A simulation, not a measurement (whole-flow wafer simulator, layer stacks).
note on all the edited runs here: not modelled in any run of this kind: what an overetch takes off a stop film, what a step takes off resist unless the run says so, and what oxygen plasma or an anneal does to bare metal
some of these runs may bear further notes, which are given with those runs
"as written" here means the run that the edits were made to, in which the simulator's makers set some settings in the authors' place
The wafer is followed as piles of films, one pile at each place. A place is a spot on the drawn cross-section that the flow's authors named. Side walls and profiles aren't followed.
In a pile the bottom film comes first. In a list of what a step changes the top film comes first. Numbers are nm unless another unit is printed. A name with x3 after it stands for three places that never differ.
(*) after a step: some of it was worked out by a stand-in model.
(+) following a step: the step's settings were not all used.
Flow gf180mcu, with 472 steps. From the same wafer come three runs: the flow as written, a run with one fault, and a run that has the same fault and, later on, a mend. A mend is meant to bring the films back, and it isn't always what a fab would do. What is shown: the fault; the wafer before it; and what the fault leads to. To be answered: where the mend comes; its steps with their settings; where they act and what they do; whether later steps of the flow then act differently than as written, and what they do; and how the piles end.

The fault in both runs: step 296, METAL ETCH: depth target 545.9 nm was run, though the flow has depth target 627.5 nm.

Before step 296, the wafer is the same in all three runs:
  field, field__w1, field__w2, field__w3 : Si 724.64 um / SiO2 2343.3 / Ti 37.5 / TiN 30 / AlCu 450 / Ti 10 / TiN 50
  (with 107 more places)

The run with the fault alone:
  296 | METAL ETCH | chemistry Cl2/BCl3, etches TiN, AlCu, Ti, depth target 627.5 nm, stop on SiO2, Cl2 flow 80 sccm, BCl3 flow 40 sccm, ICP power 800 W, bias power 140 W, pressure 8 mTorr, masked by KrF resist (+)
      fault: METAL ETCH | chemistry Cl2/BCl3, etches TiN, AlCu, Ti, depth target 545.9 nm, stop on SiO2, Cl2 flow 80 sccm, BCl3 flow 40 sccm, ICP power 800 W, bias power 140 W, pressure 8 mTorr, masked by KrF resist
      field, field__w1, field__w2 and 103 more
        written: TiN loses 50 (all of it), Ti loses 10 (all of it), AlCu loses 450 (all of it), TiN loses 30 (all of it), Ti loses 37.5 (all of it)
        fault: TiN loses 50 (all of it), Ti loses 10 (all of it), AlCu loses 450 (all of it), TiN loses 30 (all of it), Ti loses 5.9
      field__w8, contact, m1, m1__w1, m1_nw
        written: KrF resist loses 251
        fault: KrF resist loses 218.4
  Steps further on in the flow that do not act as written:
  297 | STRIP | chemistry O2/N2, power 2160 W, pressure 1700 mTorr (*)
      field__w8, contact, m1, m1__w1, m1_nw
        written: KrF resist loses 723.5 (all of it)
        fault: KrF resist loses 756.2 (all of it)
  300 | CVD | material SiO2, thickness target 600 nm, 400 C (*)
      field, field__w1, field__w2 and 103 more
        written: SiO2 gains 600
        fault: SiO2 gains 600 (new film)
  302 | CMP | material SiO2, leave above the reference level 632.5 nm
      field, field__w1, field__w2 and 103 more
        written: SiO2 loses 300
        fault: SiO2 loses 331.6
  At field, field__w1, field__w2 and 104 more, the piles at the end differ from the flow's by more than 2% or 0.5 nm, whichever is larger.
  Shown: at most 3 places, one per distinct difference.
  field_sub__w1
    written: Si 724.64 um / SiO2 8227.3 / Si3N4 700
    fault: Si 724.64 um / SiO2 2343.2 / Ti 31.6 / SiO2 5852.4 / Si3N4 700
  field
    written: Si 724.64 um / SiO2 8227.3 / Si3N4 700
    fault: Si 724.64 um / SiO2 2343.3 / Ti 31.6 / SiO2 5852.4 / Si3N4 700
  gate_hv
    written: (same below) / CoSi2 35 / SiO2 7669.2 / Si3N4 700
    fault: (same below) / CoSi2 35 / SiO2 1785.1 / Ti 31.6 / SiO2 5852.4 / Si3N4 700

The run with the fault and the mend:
  The mend stands after step 298.
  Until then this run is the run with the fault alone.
  298a | DEHYDRATE | 200 C, 60 s (a further turn of the flow's step 289)
      does not change any film at any place that is followed
  298b | HMDS | 120 C, 60 s (a further turn of the flow's step 290)
      does not change any film at any place that is followed
  298c | COAT | KrF resist, thickness 1000 nm (*) (a further turn of the flow's step 291)
      iso_ptap_pw, iso_ntap_nw, iso_nw_fld and 33 more
        KrF resist gains 1000 (new film)
      field__w7, field__w11, field__w13 and 10 more
        KrF resist gains 1003.5 (new film)
      field_sub__w4, ld_sd_p, ld_gate_p, ld_acc_p, ld_fp_p, ld_drift_p, ld_drn_p, ld_body_p_dnw
        KrF resist gains 1003.1 (new film)
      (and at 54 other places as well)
  298d | SOFTBAKE | KrF resist (a further turn of the flow's step 292)
      does not change any film at any place that is followed
  298e | EXPOSE | photomask Metal2 (a further turn of the flow's step 293)
      does not change any film at any place that is followed
  298f | PEB | KrF resist, 135 C, 90 s (a further turn of the flow's step 294)
      field__w1, field__w2, field__w3 and 55 more
        KrF resist loses 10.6
      iso_ptap_pw, iso_ntap_nw, iso_nw_fld and 33 more
        KrF resist loses 10.5
      gate_hv, sd_p, nw_enc_fld_lv__w3, polyc_n, polyc_n_rim
        KrF resist loses 10.7
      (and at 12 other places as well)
  298g | DEVELOP | thickness 1000 nm, 60 s (a further turn of the flow's step 295)
      iso_ptap_pw, iso_ntap_nw, iso_nw_fld and 33 more
        KrF resist loses 989.5 (all of it)
      field__w11, field__w13, p_well and 8 more
        KrF resist loses 992.9 (all of it)
      field__w2, field__w3, field__w7 and 6 more
        KrF resist loses 993 (all of it)
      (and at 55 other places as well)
  298h | METAL ETCH | chemistry Cl2/BCl3, etches TiN, AlCu, Ti, depth target 81.6 nm, stop on SiO2, Cl2 flow 80 sccm, BCl3 flow 40 sccm, ICP power 800 W, bias power 140 W, pressure 8 mTorr, masked by KrF resist (+) (a further turn of the flow's step 296, with different settings)
      field, field__w1, field__w2 and 103 more
        Ti loses 31.6 (all of it)
      field__w8, contact, m1, m1__w1, m1_nw
        KrF resist loses 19
  298i | STRIP | chemistry O2/N2, power 2160 W, pressure 1700 mTorr (*) (a further turn of the flow's step 297)
      field__w8
        KrF resist loses 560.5 (all of it)
      contact
        KrF resist loses 558.4 (all of it)
      m1
        KrF resist loses 561.8 (all of it)
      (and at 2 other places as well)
  298j | STRIP | chemistry post etch residue remover, 72.5 C, 1200 s (*) (a further turn of the flow's step 298)
      field__w8, contact, m1, m1__w1, m1_nw
        TiN loses 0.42
  None of the later steps of the flow differs from how it acts as written, at any place that is followed, by more than 2% or 0.5 nm, whichever is larger.
  When the end is reached, the piles differ only a little from the flow's at the places that both follow, at most by 2% or 0.5 nm, whichever is larger.
